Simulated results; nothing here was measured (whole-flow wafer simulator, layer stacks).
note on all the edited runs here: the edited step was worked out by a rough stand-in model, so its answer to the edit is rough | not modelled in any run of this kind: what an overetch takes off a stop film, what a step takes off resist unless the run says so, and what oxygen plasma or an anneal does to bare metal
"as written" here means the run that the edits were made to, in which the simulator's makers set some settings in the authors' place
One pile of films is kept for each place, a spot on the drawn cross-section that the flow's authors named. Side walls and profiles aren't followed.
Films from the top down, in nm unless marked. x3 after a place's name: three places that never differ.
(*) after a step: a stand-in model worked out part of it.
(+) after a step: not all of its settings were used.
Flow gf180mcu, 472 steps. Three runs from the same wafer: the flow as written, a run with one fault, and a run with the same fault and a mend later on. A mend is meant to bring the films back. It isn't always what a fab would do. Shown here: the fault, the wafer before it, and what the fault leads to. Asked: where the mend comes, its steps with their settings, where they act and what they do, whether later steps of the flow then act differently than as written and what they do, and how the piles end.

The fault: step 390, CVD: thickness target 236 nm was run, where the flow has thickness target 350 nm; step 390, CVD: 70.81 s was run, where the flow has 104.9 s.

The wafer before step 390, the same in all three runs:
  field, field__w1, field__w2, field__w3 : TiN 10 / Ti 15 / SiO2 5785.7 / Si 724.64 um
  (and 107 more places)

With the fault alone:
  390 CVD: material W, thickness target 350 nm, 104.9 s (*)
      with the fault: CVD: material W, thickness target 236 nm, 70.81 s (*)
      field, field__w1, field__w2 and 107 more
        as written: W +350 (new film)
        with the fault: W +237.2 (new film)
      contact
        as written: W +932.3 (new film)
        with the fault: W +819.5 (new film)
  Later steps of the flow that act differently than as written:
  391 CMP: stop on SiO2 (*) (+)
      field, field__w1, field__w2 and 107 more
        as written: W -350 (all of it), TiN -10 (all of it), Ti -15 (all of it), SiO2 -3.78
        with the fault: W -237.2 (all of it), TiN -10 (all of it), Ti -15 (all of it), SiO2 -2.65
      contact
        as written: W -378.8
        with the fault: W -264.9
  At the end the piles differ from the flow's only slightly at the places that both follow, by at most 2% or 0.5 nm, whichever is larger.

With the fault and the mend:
  The mend comes after step 390.
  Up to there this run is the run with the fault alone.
  390a CVD: material W, thickness target 114 nm, 34.17 s (the flow's step 390 once more, with other settings)
      field, field__w1, field__w2 and 108 more
        W +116
  No later step of the flow acts differently than as written, at any place that is followed, by more than 2% or 0.5 nm, whichever is larger.
  At the end the piles differ from the flow's only slightly at the places that both follow, by at most 2% or 0.5 nm, whichever is larger.
